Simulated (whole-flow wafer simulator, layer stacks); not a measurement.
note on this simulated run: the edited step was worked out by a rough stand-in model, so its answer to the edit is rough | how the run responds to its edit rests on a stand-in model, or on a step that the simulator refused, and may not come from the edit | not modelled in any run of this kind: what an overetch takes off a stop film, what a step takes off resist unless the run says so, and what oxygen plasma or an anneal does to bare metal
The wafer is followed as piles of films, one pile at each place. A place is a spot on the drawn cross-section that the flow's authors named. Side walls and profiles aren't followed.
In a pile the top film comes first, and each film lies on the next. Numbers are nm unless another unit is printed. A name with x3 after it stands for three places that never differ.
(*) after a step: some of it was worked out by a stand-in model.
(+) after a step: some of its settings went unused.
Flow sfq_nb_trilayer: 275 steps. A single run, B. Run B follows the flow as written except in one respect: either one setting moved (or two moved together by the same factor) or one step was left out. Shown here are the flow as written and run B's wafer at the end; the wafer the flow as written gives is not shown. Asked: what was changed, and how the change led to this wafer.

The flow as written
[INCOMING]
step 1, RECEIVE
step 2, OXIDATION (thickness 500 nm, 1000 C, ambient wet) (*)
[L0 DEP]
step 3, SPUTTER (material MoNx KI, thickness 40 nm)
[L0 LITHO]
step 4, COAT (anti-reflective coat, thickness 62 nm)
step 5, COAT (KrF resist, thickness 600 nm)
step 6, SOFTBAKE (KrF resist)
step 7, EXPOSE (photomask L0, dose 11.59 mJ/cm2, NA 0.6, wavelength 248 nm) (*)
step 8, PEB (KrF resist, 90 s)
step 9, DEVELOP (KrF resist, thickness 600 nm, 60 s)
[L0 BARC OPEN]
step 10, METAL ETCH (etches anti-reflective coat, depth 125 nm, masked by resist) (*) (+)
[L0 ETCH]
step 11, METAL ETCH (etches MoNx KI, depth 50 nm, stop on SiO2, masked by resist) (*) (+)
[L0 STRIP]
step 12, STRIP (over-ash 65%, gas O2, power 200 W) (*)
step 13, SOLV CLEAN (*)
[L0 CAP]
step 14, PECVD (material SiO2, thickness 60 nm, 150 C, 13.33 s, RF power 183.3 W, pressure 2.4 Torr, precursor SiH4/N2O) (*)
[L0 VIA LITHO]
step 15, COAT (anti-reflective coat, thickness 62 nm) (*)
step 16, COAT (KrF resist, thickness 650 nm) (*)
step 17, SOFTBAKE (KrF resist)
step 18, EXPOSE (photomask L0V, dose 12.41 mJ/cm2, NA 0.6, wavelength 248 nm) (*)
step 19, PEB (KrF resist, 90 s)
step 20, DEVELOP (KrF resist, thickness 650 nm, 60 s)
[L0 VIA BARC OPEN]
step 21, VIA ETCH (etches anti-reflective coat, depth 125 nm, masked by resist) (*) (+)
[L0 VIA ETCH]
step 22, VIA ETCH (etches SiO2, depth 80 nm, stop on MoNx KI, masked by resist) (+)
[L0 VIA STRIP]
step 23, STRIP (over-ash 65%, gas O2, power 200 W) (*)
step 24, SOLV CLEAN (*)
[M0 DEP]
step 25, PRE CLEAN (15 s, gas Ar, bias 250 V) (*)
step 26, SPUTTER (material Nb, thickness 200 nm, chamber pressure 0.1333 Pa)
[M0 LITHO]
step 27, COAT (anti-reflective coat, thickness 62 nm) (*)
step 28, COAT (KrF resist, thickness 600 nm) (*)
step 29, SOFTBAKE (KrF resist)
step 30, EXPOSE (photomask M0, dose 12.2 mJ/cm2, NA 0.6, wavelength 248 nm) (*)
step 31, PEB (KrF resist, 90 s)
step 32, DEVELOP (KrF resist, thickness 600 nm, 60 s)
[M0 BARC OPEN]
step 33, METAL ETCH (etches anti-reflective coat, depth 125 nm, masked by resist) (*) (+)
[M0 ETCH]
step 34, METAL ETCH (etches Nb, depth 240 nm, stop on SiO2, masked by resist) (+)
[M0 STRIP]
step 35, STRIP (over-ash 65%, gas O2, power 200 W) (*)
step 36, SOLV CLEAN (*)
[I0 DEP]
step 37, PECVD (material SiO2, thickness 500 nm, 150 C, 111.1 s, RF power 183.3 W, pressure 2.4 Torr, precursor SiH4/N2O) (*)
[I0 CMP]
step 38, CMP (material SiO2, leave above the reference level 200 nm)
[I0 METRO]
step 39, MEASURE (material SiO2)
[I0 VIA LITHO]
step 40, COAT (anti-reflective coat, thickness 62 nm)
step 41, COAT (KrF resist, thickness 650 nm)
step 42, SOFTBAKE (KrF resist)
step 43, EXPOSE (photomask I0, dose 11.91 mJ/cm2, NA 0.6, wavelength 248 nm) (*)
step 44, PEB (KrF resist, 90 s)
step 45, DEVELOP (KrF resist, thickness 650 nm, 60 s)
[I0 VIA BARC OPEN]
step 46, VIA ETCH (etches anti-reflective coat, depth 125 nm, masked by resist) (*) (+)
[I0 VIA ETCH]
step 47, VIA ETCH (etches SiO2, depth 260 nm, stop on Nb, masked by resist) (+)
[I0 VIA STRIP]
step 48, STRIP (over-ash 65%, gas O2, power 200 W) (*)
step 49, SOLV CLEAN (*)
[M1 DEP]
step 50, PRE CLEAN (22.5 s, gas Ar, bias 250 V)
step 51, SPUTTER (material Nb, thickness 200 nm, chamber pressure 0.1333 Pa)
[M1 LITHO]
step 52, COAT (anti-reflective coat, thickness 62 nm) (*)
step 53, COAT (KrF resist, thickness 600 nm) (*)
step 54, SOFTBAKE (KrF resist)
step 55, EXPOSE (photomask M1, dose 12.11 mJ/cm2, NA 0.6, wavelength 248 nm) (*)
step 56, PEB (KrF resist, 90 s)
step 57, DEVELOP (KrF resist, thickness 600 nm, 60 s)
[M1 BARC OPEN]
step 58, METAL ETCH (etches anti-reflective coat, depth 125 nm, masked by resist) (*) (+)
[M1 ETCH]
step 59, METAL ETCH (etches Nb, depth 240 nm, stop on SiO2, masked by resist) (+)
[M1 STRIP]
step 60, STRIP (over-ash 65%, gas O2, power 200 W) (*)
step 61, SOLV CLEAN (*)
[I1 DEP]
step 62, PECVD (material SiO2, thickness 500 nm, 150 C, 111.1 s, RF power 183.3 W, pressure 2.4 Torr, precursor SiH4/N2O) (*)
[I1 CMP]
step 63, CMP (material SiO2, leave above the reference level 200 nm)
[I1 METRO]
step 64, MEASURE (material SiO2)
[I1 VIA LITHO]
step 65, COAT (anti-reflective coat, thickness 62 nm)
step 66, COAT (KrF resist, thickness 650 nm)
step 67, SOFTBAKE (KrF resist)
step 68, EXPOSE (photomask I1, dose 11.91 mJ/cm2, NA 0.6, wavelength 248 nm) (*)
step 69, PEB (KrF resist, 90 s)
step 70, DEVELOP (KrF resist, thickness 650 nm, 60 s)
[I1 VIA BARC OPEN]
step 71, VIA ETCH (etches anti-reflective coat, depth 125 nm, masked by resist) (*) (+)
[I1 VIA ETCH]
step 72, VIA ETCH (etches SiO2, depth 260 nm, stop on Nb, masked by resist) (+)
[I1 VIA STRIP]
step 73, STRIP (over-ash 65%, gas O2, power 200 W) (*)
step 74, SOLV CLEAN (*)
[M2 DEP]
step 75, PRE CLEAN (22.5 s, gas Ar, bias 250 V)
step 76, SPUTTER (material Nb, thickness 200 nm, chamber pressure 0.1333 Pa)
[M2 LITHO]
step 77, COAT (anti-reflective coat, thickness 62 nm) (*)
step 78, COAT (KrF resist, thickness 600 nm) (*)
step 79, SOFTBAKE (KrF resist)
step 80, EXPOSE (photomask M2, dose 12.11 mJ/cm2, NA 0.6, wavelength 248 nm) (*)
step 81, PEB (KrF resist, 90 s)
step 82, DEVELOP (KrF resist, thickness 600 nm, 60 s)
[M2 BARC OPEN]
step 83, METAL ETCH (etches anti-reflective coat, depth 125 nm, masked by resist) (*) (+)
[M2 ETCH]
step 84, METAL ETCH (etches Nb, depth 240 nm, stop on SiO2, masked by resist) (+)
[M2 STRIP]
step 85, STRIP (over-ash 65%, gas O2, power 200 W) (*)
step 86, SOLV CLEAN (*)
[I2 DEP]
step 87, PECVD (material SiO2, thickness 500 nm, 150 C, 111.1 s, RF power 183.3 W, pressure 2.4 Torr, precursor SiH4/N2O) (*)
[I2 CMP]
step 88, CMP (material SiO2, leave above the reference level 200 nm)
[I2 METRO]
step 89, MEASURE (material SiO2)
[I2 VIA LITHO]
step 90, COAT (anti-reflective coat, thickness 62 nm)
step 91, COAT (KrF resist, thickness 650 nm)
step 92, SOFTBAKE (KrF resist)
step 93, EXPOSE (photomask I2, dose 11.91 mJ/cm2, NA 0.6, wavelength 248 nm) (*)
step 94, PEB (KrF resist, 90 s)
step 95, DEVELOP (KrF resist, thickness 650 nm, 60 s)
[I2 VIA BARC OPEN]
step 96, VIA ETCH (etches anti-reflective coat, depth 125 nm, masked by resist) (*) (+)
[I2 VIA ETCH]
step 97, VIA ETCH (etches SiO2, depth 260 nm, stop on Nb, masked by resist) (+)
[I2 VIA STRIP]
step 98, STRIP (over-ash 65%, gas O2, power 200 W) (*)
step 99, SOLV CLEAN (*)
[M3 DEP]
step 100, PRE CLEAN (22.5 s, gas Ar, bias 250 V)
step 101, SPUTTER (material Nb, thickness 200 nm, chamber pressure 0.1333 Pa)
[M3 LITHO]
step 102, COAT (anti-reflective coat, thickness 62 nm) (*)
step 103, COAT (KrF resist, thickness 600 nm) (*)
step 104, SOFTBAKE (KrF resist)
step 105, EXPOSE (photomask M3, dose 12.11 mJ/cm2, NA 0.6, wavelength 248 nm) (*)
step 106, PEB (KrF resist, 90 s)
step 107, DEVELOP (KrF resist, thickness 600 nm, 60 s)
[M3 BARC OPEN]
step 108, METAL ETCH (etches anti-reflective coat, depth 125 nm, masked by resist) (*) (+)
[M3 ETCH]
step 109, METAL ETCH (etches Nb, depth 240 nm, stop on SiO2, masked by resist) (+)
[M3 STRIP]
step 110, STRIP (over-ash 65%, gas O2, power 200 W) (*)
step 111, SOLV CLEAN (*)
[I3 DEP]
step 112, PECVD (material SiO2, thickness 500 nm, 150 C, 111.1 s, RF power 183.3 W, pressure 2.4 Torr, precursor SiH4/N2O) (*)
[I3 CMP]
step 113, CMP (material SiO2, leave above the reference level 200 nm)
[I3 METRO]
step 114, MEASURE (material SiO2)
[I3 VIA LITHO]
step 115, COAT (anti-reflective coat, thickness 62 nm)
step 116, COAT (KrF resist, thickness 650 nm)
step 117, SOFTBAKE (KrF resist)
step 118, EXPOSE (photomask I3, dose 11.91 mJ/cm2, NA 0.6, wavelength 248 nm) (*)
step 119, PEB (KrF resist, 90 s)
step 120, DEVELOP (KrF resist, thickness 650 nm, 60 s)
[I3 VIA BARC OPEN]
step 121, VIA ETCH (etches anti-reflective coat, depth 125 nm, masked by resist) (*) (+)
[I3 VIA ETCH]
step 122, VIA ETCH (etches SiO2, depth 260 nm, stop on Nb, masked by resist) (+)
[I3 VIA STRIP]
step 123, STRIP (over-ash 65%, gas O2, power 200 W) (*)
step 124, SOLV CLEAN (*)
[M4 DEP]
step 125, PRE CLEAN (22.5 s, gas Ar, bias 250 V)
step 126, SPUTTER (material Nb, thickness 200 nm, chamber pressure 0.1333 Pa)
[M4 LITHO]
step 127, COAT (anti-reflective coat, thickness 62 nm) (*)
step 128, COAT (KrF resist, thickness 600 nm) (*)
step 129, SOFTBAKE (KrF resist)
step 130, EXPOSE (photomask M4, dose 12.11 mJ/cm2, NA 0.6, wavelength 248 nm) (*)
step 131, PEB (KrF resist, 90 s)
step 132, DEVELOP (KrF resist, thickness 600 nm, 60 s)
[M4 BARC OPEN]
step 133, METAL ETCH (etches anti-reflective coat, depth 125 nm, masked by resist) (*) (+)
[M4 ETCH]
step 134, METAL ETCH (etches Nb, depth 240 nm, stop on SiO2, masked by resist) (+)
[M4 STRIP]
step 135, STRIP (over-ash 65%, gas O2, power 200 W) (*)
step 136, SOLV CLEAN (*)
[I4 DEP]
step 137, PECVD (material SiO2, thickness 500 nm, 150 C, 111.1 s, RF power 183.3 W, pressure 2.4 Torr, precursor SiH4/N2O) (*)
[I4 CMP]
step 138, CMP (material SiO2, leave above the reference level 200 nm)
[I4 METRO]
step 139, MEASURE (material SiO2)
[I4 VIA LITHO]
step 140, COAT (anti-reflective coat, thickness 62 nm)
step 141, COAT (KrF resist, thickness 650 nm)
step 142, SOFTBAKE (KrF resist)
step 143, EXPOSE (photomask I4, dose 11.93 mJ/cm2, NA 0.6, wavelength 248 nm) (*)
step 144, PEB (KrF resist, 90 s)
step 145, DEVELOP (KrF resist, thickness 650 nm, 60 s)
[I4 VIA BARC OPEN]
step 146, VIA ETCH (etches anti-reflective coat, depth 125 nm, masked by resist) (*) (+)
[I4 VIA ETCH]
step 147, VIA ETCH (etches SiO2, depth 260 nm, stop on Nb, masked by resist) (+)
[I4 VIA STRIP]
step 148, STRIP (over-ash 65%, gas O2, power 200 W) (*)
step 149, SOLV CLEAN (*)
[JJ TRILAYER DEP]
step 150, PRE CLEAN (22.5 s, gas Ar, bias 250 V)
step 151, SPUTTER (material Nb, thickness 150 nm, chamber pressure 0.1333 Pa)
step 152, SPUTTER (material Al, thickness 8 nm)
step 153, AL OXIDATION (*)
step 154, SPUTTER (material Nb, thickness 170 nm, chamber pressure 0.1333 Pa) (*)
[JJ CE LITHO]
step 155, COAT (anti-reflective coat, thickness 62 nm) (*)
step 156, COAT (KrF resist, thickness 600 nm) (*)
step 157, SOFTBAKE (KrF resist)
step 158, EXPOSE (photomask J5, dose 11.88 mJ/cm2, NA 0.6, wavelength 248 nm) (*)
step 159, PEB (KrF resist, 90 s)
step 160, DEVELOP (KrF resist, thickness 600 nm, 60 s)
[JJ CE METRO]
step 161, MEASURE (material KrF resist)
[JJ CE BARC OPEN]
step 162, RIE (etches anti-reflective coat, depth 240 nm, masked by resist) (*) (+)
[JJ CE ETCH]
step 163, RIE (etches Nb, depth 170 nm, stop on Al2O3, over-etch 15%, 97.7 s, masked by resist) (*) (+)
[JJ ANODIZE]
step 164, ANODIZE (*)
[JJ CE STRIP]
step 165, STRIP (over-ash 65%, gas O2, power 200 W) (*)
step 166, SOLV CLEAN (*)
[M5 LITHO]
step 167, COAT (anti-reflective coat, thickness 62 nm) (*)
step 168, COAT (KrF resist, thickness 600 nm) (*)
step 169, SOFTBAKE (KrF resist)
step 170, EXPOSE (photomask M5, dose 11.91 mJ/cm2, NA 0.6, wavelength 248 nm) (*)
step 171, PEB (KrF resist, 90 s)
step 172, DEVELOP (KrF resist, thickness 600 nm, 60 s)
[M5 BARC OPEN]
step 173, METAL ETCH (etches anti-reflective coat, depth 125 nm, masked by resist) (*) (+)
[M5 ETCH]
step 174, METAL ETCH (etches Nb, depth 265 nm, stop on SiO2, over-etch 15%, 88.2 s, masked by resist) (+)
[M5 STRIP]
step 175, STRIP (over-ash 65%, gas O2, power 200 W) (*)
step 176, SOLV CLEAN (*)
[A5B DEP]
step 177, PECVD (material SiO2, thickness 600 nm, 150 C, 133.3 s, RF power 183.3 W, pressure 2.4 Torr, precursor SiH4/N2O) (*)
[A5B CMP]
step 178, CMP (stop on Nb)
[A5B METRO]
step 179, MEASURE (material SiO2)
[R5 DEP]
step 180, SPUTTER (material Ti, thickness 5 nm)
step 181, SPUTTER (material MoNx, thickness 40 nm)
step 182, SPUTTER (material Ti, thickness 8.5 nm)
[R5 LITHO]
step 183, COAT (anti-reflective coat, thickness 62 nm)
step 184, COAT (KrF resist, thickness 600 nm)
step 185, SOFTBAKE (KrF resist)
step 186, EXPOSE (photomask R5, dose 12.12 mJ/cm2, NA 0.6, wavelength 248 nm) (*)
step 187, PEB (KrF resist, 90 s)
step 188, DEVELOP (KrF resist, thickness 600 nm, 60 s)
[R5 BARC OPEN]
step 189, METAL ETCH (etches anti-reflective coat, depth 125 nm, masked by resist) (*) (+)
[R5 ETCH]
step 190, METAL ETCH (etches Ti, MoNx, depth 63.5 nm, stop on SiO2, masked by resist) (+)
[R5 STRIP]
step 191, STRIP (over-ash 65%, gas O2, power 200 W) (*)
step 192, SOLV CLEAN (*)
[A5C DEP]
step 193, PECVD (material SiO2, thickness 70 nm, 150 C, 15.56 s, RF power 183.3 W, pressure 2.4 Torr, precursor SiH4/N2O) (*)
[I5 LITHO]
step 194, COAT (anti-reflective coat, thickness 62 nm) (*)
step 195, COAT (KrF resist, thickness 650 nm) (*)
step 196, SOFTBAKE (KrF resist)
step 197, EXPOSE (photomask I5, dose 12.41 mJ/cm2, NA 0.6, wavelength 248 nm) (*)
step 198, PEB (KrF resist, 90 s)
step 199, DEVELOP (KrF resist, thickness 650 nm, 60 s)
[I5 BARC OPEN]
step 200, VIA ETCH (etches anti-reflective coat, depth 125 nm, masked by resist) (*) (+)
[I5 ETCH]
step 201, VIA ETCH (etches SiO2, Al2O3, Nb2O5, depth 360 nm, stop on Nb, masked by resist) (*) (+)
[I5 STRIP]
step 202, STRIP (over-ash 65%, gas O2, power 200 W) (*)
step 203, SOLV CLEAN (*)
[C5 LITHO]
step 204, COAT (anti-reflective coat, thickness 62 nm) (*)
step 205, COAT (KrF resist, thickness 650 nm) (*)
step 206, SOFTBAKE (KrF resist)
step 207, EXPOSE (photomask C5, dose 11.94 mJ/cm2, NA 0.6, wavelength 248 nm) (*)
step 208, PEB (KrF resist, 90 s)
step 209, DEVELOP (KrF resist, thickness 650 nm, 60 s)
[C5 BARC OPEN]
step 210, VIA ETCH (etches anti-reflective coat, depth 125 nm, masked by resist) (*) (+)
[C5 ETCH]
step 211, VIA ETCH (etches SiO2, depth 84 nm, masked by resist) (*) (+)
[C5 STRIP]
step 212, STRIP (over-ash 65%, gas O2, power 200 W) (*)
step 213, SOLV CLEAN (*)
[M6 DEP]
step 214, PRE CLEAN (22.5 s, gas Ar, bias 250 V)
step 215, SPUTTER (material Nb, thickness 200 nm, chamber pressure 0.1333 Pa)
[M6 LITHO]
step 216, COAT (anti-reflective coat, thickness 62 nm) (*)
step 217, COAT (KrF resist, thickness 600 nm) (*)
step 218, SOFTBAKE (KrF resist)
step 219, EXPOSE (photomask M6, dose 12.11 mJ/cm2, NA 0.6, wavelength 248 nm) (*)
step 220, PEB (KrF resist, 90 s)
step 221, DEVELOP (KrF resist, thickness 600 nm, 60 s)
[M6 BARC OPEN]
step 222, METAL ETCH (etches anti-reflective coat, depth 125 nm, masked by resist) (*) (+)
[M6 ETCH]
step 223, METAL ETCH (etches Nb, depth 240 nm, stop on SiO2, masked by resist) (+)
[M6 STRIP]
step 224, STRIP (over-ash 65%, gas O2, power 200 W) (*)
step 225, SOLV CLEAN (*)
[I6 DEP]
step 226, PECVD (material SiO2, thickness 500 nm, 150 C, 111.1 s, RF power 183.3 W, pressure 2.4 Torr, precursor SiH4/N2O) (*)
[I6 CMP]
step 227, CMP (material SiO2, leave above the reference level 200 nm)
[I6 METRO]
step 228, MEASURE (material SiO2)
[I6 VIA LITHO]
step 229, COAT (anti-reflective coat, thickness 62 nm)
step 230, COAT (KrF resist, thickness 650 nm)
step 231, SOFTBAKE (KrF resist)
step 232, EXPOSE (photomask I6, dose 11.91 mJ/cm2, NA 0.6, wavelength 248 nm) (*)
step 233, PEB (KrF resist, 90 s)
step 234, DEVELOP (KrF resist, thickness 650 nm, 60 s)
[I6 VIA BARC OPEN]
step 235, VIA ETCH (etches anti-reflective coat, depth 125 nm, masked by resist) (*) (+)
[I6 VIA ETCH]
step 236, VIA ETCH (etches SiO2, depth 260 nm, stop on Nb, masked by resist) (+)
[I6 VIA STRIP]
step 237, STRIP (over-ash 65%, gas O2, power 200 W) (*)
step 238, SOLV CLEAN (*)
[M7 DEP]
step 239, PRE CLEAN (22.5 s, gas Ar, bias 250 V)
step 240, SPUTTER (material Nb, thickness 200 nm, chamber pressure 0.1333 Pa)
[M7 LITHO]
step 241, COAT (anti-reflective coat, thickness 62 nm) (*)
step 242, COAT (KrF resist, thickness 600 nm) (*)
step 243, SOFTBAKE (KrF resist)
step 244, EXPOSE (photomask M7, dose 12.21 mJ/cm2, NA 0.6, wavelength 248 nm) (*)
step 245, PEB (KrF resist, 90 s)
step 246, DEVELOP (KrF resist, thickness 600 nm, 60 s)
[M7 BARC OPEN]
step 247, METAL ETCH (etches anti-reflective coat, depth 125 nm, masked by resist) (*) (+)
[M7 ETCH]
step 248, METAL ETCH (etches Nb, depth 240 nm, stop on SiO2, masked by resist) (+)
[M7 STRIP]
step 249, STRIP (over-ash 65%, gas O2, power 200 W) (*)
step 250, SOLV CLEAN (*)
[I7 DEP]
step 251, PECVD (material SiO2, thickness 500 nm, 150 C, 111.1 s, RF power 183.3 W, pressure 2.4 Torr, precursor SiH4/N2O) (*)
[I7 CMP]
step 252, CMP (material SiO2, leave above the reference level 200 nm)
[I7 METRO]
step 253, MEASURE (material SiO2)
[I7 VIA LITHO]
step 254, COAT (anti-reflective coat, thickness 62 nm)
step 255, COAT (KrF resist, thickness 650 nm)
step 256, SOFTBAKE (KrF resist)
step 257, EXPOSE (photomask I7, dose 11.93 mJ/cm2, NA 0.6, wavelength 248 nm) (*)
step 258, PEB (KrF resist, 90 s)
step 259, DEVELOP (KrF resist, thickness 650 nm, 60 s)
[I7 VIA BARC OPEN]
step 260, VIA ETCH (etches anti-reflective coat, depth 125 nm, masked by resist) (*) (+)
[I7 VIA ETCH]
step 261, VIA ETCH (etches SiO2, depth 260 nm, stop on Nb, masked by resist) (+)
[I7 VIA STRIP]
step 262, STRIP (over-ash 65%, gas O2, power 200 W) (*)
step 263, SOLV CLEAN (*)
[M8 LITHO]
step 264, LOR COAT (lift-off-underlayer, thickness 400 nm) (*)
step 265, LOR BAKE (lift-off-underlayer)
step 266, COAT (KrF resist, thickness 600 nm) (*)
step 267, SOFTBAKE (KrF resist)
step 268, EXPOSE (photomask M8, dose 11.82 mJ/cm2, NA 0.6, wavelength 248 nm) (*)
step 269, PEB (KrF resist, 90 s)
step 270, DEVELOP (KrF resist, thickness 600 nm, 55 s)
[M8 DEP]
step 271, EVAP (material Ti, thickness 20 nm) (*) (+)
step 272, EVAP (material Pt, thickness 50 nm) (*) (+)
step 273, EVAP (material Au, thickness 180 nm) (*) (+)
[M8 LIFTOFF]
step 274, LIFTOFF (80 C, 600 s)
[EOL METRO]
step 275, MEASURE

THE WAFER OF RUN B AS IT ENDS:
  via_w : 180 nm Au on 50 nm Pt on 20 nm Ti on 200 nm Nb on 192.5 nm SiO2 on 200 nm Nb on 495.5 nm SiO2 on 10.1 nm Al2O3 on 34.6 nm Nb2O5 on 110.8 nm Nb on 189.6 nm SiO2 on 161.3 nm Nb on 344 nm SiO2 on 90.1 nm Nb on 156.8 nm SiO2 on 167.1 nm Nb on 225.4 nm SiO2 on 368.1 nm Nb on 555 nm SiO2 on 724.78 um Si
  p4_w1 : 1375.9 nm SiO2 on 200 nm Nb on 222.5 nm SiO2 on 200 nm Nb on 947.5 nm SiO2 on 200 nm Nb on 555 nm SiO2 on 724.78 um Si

The reason: step 62, PECVD: thickness 270 nm was run, though the flow has thickness 500 nm; step 62, PECVD: 60 s was run, where the flow has 111.1 s.

The path from the change to this, step by step:
  step 62, PECVD (material SiO2, thickness 500 nm, 150 C, 111.1 s, RF power 183.3 W, pressure 2.4 Torr, precursor SiH4/N2O) (*)
      field_l, be, be_sur and 72 more: SiO2 gains 270 (in the flow as written it would be: SiO2 gains 500)
      v_sur, via_wl, via_wr and 20 more: SiO2 gains 270 (new film) (in the flow as written it would be: SiO2 gains 500 (new film))
      (and at 8 other places as well)
  step 63, CMP (material SiO2, leave above the reference level 200 nm)
      field_l, be, be_sur and 72 more: nothing (in the flow as written it would be: SiO2 loses 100)
      lsp_m, ln_m6, lsp_r, l0_sur, l0v: nothing (in the flow as written it would be: SiO2 loses 94.9)
      (and at 26 other places as well)
  step 65, COAT (anti-reflective coat, thickness 62 nm)
      ce_r, sp_r, p3_s1, p3_l2, p3_s5, p3_l6: anti-reflective coat gains 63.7 (new film) (in the flow as written it would be: anti-reflective coat gains 62 (new film))
      be_r, r_sur, res, p3_s2, p3_l5: anti-reflective coat gains 63.6 (new film) (in the flow as written it would be: anti-reflective coat gains 62 (new film))
      (and at 78 other places as well)
  step 66, COAT (KrF resist, thickness 650 nm)
      field_r, m0r_space_l, m6r_space_l, m7r_space_l: KrF resist gains 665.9 (new film) (in the flow as written it would be: KrF resist gains 650 (new film))
      wl_e_sl, wl_e_m5, r5r_spacepad_r: KrF resist gains 626.5 (new film) (in the flow as written it would be: KrF resist gains 650 (new film))
      (and at 53 other places as well)
  step 70, DEVELOP (KrF resist, thickness 650 nm, 60 s)
      via_v: KrF resist loses 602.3 (all of it) (in the flow as written it would be: KrF resist loses 648.6 (all of it))
  step 71, VIA ETCH (etches anti-reflective coat, depth 125 nm, masked by resist) (*) (+)
      field_l, v_sur, via_wl and 102 more: KrF resist loses 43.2 (in the flow as written it would be: KrF resist loses 51.7)
      via_v: anti-reflective coat loses 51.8 (all of it), SiO2 loses 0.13 (in the flow as written it would be: anti-reflective coat loses 62 (all of it), SiO2 loses 0.16)
  step 73, STRIP (over-ash 65%, gas O2, power 200 W) (*)
      m0r_line_l, m6r_line_l, m7r_line_l: KrF resist loses 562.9 (all of it), anti-reflective coat loses 62.8 (all of it) (in the flow as written it would be: KrF resist loses 528.6 (all of it), anti-reflective coat loses 62 (all of it))
      m0r_space_l, m6r_space_l, m7r_space_l: KrF resist loses 552.9 (all of it), anti-reflective coat loses 78.8 (all of it) (in the flow as written it would be: KrF resist loses 528.6 (all of it), anti-reflective coat loses 62 (all of it))
      (and at 94 other places as well)
  step 76, SPUTTER (material Nb, thickness 200 nm, chamber pressure 0.1333 Pa)
      be, lsp_l: Nb gains 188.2 (new film) (in the flow as written it would be: Nb gains 200 (new film))
      via_w: Nb gains 167.1 (new film) (in the flow as written it would be: Nb gains 200 (new film))
  step 77, COAT (anti-reflective coat, thickness 62 nm) (*)
      m0r_line_l, m0r_line_r, m6r_line_l, m6r_line_r, m7r_line_l, m7r_line_r: anti-reflective coat gains 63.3 (new film) (in the flow as written it would be: anti-reflective coat gains 62 (new film))
      m0r_space_l, m0r_space_r, m6r_space_l, m6r_space_r, m7r_space_l, m7r_space_r: anti-reflective coat gains 75.9 (new film) (in the flow as written it would be: anti-reflective coat gains 62 (new film))
      (and at 84 other places as well)
  step 78, COAT (KrF resist, thickness 600 nm) (*)
      m0r_line_l, m0r_line_r, m6r_line_l, m6r_line_r, m7r_line_l, m7r_line_r: KrF resist gains 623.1 (new film) (in the flow as written it would be: KrF resist gains 600 (new film))
      m0r_space_l, m0r_space_r, m6r_space_l, m6r_space_r, m7r_space_l, m7r_space_r: KrF resist gains 616.8 (new film) (in the flow as written it would be: KrF resist gains 600 (new film))
      (and at 52 other places as well)
  step 82, DEVELOP (KrF resist, thickness 600 nm, 60 s)
      m0r_line_l, m0r_line_r, m6r_line_l, m6r_line_r, m7r_line_l, m7r_line_r: KrF resist loses 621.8 (all of it) (in the flow as written it would be: KrF resist loses 598.7 (all of it))
      m0r_space_l, m0r_space_r, m6r_space_l, m6r_space_r, m7r_space_l, m7r_space_r: KrF resist loses 615.5 (all of it) (in the flow as written it would be: KrF resist loses 598.7 (all of it))
      (and at 33 other places as well)
  step 83, METAL ETCH (etches anti-reflective coat, depth 125 nm, masked by resist) (*) (+)
      m5r_linepad_l, m5r_linepad_r, r5r_spacepad_l, r5r_spacepad_r: anti-reflective coat loses 125 (in the flow as written it would be: anti-reflective coat loses 62 (all of it))
      v_sur, via_wl, via_w and 19 more: KrF resist loses 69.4 (in the flow as written it would be: KrF resist loses 51.7)
      (and at 70 other places as well)
  step 84, METAL ETCH (etches Nb, depth 240 nm, stop on SiO2, masked by resist) (+)
      m5r_linepad_l, m5r_linepad_r: anti-reflective coat loses 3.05 (all of it), Nb loses 200 (all of it) (in the flow as written it would be: Nb loses 200 (all of it))
      r5r_spacepad_l, r5r_spacepad_r: anti-reflective coat loses 4 (all of it), Nb loses 200 (all of it) (in the flow as written it would be: Nb loses 200 (all of it))
      (and at 2 other places as well)
  step 85, STRIP (over-ash 65%, gas O2, power 200 W) (*)
      wl_a_sr, wl_b_m5: KrF resist loses 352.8 (all of it), anti-reflective coat loses 59.3 (all of it) (in the flow as written it would be: KrF resist loses 382.4 (all of it), anti-reflective coat loses 62 (all of it))
      v_sur: KrF resist loses 297.9 (all of it), anti-reflective coat loses 42.9 (all of it) (in the flow as written it would be: KrF resist loses 380 (all of it), anti-reflective coat loses 61.4 (all of it))
      (and at 19 other places as well)
  step 87, PECVD (material SiO2, thickness 500 nm, 150 C, 111.1 s, RF power 183.3 W, pressure 2.4 Torr, precursor SiH4/N2O) (*)
      via_w: SiO2 gains 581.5 (new film) (in the flow as written it would be: SiO2 gains 500 (new film))
  step 88, CMP (material SiO2, leave above the reference level 200 nm)
      field_l, be, be_sur and 79 more: nothing (in the flow as written it would be: SiO2 loses 100)
      via_w: SiO2 loses 157.1 (in the flow as written it would be: SiO2 loses 300)
  ... another 39 steps ...
  step 178, CMP (stop on Nb)
      via_w: SiO2 loses 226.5 (in the flow as written it would be: SiO2 loses 235.2)
With metal films that touch counted as one body, via_w has 7 bodies (between them, from the top down: SiO2 192.5; SiO2 495.5 / Al2O3 10.1 / Nb2O5 34.6; SiO2 189.6; SiO2 344; SiO2 156.8; SiO2 225.4); the flow as written gives 5 bodies (between them, from the top down: SiO2 192.5; SiO2 427.3 / Al2O3 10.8 / Nb2O5 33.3; SiO2 425.9; SiO2 416.9).
